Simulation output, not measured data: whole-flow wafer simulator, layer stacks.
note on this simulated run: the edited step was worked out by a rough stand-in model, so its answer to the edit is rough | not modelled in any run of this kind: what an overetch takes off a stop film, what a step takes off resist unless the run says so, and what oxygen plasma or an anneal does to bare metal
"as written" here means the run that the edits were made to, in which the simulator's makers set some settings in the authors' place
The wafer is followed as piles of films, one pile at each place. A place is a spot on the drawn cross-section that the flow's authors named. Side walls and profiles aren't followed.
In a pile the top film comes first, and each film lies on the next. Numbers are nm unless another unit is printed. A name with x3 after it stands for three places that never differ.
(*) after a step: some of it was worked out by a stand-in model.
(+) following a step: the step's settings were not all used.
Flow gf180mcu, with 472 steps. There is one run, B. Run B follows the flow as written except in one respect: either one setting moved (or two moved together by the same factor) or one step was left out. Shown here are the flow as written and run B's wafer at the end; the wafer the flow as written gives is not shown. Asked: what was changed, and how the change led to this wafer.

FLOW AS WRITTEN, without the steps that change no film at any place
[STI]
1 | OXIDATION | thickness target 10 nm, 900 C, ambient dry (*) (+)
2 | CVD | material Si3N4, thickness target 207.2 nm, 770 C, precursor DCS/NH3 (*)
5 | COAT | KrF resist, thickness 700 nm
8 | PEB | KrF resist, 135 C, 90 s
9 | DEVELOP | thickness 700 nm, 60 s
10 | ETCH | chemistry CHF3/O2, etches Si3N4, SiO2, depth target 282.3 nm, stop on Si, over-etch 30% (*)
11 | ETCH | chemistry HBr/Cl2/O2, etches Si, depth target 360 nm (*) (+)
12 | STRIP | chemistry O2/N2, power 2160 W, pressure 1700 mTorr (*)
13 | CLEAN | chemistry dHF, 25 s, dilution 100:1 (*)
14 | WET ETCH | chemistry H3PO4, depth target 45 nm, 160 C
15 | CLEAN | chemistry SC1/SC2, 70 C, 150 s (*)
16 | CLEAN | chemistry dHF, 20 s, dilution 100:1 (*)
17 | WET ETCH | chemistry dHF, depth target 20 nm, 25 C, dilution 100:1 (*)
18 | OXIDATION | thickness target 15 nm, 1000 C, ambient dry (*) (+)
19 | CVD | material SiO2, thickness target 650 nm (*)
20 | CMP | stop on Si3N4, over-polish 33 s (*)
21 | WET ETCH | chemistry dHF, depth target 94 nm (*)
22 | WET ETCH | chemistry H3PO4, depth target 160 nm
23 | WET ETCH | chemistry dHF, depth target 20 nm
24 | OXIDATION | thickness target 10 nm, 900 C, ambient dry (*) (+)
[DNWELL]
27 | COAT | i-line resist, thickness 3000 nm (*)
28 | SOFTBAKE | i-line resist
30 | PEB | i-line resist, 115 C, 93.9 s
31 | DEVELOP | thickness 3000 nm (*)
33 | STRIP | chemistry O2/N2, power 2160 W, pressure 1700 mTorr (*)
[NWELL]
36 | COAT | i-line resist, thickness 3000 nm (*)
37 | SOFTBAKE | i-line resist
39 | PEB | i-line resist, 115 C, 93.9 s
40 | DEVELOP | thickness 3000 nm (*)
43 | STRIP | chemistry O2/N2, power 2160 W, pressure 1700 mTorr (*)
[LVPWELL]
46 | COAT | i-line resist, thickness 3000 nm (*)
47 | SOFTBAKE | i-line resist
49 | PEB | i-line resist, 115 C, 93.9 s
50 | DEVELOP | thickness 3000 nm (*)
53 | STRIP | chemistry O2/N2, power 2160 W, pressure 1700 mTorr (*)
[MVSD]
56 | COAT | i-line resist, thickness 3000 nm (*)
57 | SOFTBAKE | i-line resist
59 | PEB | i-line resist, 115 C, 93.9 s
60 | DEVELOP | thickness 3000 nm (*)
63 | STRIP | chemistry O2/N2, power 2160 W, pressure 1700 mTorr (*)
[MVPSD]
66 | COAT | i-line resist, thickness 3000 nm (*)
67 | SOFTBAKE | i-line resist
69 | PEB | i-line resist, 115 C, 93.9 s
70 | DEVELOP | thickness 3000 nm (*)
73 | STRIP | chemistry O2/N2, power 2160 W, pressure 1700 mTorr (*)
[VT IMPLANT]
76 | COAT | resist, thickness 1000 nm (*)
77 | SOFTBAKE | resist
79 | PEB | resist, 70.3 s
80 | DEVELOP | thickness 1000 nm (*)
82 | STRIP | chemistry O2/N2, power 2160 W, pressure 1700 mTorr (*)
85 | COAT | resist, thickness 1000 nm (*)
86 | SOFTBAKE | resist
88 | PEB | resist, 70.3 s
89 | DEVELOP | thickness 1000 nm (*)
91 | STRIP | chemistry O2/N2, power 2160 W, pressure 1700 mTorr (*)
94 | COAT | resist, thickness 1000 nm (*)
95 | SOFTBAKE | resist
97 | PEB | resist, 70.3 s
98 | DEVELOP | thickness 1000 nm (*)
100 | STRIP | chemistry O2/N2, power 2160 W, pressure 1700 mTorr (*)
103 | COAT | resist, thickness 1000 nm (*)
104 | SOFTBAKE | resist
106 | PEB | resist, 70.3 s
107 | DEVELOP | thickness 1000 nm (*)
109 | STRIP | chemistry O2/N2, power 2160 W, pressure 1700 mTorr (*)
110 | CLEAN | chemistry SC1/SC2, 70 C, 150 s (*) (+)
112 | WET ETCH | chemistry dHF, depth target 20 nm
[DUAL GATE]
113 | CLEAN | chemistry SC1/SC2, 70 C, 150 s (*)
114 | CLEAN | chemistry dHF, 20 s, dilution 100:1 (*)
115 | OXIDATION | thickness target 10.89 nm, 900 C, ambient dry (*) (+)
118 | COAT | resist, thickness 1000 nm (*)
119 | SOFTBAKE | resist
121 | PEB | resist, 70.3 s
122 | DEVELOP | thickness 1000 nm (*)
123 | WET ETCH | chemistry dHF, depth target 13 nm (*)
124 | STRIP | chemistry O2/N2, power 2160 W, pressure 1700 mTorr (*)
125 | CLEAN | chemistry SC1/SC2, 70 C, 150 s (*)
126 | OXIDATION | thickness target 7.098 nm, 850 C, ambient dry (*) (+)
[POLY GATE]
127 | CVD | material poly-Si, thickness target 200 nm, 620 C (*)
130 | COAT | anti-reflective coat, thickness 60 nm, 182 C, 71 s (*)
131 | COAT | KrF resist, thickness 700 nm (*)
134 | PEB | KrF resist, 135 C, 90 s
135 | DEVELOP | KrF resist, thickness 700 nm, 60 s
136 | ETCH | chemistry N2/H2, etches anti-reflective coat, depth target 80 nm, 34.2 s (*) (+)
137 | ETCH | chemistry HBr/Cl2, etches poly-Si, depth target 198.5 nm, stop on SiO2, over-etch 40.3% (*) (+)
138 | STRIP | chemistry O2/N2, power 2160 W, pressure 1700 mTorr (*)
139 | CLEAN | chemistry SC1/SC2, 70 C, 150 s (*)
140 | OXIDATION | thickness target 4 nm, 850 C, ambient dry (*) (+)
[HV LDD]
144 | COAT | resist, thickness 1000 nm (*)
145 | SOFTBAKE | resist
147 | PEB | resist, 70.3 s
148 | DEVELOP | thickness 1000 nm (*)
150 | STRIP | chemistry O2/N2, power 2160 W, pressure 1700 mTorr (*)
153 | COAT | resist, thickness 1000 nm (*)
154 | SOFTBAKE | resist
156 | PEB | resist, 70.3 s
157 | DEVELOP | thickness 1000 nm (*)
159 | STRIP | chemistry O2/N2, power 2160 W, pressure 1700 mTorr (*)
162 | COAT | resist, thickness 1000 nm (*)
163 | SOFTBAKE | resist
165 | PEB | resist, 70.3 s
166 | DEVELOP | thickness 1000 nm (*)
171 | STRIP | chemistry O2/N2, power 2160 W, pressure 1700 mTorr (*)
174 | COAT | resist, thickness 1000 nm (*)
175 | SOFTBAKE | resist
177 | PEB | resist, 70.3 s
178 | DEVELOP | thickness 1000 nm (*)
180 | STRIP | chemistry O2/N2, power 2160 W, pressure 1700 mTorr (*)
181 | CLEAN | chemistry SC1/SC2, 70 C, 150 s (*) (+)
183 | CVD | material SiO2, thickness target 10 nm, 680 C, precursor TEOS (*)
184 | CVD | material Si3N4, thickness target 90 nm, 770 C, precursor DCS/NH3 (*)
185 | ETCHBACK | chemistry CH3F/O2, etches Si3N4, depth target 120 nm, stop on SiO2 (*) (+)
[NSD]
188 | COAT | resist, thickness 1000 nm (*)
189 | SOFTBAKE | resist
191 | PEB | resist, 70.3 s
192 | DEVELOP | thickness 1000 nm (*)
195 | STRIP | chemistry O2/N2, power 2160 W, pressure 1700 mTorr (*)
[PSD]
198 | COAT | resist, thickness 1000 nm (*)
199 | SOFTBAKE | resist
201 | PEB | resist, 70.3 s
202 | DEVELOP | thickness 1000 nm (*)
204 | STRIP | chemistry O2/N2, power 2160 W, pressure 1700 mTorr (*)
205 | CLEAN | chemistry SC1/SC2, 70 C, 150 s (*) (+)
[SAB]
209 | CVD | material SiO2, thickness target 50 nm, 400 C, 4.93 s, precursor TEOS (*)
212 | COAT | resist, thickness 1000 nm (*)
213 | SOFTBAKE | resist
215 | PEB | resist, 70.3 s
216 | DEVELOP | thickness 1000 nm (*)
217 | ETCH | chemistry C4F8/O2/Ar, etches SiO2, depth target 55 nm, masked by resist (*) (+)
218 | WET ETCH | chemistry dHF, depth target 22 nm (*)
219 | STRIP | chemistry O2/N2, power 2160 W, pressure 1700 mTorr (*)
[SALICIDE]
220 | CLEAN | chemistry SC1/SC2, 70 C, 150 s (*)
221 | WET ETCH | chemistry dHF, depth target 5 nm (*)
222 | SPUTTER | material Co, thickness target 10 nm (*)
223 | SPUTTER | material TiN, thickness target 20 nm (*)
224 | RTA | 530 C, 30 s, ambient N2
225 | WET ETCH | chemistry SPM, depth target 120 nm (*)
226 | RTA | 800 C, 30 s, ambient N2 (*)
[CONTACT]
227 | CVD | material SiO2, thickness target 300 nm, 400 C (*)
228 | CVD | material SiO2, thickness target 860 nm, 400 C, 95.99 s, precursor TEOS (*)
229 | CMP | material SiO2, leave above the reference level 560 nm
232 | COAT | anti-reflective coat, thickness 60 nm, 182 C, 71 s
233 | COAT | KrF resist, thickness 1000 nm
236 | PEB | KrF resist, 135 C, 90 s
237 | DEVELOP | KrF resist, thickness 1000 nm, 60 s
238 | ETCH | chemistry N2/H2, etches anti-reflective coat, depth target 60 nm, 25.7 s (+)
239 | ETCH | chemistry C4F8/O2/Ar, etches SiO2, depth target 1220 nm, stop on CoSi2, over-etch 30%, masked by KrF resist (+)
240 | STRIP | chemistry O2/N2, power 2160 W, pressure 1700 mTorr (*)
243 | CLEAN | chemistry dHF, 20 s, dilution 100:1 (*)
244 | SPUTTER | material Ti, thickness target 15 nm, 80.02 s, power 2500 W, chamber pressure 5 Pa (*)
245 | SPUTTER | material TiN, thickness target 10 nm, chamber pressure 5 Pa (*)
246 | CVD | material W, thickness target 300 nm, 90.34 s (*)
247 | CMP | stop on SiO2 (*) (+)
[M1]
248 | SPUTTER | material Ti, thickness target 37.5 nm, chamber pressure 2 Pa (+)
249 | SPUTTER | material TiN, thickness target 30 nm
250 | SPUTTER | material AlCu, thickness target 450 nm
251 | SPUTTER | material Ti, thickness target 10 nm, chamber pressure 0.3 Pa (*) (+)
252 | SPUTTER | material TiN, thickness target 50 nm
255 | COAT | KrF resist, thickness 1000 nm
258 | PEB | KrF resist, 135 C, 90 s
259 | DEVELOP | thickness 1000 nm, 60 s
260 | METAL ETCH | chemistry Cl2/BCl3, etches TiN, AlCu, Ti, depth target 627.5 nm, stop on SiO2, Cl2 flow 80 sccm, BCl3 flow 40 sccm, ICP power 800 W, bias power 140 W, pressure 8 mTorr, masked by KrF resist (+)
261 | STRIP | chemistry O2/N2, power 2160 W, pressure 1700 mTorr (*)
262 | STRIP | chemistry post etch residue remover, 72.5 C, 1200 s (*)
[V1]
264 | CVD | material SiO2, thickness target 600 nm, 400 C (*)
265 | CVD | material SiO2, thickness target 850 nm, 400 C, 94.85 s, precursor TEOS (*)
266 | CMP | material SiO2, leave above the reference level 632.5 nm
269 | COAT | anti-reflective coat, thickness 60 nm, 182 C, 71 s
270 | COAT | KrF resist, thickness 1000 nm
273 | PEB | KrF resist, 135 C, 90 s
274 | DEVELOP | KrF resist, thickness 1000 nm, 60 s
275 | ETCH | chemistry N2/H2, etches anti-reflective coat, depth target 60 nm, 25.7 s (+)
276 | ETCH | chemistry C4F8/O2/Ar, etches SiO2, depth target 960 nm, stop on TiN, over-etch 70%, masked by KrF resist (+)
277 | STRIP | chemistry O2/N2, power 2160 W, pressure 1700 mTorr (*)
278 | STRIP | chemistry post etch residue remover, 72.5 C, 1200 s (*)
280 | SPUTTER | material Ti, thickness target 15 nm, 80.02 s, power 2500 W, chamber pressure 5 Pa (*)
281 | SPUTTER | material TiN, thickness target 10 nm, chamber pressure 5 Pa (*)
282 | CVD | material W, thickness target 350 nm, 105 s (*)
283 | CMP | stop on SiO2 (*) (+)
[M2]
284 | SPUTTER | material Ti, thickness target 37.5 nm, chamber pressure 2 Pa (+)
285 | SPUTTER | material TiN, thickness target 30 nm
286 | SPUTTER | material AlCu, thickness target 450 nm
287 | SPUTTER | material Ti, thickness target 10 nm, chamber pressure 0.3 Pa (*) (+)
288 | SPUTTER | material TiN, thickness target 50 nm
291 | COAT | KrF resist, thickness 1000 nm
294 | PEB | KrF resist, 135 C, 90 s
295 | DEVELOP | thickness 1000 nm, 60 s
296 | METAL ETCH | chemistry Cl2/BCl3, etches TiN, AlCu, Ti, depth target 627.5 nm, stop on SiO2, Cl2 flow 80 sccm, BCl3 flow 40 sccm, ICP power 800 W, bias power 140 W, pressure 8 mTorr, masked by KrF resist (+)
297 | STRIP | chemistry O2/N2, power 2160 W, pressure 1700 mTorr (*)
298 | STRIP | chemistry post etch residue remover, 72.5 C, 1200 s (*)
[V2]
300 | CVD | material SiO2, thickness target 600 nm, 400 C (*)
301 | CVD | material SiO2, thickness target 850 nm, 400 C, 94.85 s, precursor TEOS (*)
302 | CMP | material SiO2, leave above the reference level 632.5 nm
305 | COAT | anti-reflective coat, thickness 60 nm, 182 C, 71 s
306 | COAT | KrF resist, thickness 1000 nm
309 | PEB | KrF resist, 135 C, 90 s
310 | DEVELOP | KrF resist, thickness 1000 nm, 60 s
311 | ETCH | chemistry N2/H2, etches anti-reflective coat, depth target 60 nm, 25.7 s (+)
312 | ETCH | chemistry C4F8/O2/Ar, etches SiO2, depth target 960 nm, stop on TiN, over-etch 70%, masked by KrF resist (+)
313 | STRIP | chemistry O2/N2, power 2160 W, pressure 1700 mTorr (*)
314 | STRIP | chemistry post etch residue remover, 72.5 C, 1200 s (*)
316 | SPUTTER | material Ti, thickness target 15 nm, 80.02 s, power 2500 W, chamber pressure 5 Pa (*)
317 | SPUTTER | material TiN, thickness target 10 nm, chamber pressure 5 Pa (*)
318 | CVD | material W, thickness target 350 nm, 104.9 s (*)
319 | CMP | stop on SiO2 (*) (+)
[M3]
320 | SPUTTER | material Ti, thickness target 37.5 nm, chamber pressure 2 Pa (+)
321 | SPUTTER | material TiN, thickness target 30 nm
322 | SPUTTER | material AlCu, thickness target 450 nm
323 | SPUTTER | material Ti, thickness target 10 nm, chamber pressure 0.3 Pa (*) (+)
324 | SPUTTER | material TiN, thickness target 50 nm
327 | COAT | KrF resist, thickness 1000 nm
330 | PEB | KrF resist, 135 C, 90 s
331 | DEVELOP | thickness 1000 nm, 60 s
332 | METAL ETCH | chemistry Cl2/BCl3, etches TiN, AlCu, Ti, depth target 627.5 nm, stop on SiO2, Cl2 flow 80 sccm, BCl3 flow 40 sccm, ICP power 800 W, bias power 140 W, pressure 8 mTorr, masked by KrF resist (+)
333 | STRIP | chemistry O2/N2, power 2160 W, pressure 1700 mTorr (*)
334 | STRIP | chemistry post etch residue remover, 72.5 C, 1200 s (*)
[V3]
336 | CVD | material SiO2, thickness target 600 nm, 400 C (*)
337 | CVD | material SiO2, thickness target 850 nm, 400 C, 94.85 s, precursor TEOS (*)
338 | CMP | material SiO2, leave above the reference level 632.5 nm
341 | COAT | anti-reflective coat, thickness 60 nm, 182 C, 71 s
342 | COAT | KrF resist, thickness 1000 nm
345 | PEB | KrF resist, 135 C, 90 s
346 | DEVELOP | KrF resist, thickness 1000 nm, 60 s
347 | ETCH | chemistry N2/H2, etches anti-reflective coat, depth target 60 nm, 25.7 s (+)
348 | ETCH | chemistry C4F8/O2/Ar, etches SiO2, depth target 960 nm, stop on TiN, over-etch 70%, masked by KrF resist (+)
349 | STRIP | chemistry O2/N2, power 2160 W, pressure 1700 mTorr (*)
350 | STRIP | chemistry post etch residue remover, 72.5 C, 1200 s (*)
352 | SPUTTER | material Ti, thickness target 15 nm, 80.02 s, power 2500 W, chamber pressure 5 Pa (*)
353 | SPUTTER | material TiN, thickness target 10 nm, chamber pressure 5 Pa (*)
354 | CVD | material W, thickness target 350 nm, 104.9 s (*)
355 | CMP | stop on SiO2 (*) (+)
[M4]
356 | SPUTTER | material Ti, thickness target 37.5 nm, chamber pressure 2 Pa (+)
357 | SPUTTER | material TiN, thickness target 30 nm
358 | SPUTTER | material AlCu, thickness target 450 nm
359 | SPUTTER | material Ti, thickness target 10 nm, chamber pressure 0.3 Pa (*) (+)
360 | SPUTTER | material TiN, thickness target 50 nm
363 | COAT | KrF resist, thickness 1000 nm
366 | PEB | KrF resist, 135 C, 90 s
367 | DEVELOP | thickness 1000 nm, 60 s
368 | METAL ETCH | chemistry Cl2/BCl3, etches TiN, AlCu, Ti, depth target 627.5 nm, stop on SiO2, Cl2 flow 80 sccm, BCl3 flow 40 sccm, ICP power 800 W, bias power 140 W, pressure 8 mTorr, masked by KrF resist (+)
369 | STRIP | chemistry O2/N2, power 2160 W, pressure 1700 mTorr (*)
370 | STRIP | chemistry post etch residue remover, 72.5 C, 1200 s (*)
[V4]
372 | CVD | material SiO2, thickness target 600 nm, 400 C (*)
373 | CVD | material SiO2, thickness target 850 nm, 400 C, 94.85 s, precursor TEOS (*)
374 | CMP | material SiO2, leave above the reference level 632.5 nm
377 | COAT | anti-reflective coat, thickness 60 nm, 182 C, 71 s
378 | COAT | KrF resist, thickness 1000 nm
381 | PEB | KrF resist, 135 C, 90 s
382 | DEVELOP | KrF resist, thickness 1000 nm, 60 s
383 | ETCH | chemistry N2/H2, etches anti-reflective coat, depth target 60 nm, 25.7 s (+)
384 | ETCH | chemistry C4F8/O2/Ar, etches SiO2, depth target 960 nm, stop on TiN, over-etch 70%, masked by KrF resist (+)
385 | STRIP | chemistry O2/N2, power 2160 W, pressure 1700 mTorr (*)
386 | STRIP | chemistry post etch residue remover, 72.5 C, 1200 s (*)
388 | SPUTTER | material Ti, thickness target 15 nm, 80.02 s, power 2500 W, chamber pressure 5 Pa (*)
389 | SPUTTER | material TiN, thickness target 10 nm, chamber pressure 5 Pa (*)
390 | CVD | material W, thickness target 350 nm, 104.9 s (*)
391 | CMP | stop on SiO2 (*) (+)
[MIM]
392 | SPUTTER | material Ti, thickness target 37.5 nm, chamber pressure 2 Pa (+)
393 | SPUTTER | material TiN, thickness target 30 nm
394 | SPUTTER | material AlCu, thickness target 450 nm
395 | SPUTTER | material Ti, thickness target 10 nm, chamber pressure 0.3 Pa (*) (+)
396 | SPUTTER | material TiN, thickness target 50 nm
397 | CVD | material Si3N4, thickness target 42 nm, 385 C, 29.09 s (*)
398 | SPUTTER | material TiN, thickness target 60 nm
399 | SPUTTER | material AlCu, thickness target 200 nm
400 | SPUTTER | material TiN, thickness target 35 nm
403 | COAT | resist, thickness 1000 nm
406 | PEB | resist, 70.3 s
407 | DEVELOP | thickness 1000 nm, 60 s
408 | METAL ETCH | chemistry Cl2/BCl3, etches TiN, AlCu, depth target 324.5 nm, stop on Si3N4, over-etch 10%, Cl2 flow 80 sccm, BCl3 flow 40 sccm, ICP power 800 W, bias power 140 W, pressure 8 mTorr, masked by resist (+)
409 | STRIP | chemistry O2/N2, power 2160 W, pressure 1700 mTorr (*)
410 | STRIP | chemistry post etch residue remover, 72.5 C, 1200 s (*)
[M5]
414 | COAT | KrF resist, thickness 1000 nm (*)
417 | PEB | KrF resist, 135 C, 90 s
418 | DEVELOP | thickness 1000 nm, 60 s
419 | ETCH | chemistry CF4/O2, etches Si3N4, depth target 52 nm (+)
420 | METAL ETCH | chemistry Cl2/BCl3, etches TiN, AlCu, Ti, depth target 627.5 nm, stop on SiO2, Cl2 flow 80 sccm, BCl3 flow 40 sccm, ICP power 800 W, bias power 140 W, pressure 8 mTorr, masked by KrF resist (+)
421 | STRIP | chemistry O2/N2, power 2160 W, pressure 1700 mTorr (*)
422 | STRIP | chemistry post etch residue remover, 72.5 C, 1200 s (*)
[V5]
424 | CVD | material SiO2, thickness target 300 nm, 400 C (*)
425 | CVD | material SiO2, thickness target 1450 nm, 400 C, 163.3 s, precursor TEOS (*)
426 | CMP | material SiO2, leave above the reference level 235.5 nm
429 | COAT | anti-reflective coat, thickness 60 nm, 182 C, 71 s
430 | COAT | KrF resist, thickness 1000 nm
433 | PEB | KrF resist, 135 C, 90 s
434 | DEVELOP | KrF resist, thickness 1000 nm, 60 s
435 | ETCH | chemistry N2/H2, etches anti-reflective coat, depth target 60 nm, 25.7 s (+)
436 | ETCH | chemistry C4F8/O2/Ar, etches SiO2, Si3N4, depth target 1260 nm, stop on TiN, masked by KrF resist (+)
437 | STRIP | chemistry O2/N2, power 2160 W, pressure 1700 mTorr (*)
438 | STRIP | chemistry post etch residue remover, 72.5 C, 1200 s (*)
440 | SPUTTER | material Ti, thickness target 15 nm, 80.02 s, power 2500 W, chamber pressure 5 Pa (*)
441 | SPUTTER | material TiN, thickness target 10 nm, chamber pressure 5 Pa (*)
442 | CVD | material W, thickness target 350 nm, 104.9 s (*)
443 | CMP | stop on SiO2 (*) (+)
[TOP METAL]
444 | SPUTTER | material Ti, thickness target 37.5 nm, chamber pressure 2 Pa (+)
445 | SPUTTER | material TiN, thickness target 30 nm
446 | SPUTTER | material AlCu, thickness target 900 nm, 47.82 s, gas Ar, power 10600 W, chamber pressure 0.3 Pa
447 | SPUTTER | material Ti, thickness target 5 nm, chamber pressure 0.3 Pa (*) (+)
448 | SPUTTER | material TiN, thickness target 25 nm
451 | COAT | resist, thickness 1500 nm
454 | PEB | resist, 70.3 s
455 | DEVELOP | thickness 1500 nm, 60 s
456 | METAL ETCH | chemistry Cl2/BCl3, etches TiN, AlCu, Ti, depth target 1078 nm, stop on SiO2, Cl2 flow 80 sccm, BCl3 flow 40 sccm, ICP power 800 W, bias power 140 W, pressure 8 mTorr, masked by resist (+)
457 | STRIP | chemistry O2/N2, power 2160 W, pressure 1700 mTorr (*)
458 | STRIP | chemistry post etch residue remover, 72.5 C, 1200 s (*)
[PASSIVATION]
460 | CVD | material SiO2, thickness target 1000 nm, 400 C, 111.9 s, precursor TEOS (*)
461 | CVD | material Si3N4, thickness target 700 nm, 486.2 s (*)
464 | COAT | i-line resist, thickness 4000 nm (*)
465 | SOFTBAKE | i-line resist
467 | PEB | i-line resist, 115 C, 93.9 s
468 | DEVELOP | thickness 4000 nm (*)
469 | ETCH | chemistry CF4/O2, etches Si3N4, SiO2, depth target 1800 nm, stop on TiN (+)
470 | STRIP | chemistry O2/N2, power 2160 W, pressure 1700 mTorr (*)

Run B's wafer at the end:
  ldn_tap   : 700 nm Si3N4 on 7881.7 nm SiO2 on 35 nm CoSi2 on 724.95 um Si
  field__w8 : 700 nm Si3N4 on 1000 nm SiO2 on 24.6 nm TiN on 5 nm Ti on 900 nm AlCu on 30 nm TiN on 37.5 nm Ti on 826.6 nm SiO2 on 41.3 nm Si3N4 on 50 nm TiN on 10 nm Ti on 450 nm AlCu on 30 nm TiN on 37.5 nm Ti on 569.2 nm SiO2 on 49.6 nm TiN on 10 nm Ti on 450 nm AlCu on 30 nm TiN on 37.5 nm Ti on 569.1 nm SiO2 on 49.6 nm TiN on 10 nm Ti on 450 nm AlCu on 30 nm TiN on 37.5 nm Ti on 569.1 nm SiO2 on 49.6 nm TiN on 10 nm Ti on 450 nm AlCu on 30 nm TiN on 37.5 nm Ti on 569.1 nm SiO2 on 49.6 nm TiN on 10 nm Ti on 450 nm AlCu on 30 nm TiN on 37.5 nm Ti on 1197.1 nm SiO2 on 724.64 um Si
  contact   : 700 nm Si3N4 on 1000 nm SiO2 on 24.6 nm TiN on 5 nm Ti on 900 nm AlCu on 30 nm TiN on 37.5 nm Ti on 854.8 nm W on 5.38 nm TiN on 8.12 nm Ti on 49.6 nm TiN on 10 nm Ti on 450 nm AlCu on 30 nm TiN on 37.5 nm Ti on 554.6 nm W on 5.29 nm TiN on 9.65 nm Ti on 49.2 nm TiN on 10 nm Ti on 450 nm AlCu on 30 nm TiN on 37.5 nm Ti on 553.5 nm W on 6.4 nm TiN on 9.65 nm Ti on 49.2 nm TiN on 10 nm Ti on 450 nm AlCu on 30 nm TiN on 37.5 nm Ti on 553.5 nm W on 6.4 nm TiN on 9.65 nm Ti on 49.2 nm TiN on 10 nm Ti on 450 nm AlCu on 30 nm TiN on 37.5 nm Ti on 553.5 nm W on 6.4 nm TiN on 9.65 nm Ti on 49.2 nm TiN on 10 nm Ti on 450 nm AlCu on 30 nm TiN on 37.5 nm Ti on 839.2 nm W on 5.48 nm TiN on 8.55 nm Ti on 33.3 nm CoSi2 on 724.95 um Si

Cause: step 389, SPUTTER: thickness target 8.25 nm was run, though the flow has thickness target 10 nm.

How this came from the change, step by step:
  389 | SPUTTER | material TiN, thickness target 10 nm, chamber pressure 5 Pa (*)
      field, field__w1, field__w2 and 107 more: TiN gains 8.25 (new film) (it would be, as written: TiN gains 10 (new film))
      contact: TiN gains 5.29 (new film) (it would be, as written: TiN gains 6.4 (new film))
  391 | CMP | stop on SiO2 (*) (+)
      field, field__w1, field__w2 and 107 more: W loses 350 (all of it), TiN loses 8.25 (all of it), Ti loses 15 (all of it), SiO2 loses 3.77 (it would be, as written: W loses 350 (all of it), TiN loses 10 (all of it), Ti loses 15 (all of it), SiO2 loses 3.78)
